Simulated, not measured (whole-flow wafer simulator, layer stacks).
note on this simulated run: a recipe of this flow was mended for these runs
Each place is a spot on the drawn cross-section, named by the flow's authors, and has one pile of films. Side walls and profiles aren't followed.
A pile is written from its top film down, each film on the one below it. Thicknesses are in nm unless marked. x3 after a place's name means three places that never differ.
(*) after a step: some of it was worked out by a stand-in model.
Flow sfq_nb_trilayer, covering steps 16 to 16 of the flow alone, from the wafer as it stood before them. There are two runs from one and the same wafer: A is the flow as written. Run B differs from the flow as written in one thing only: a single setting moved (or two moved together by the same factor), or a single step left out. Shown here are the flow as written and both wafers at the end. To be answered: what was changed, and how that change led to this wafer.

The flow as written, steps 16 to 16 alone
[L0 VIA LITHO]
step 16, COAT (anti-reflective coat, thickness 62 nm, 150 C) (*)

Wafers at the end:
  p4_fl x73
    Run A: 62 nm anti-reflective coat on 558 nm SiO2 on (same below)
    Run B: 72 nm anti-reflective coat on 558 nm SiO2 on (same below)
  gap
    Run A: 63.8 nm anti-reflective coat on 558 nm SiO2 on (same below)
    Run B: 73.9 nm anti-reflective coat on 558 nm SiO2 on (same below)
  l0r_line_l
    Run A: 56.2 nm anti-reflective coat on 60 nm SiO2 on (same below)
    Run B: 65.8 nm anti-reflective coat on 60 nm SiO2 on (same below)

Cause: step 16, COAT: thickness 72 nm was run, while the flow as written has thickness 62 nm.
The wafer itself shows it: p4_fl x73 has anti-reflective coat 72, and step 16 as written asks for 62 nm.

Step by step, how the change led to this:
  step 16, COAT (anti-reflective coat, thickness 62 nm, 150 C) (*)
      p4_fl x73: A +62 anti-reflective coat (new film) | B +72 anti-reflective coat (new film)
      gap, jj_sur, ce_l and 7 more: A +63.8 anti-reflective coat (new film) | B +73.9 anti-reflective coat (new film)
      (as well as at 23 more places)
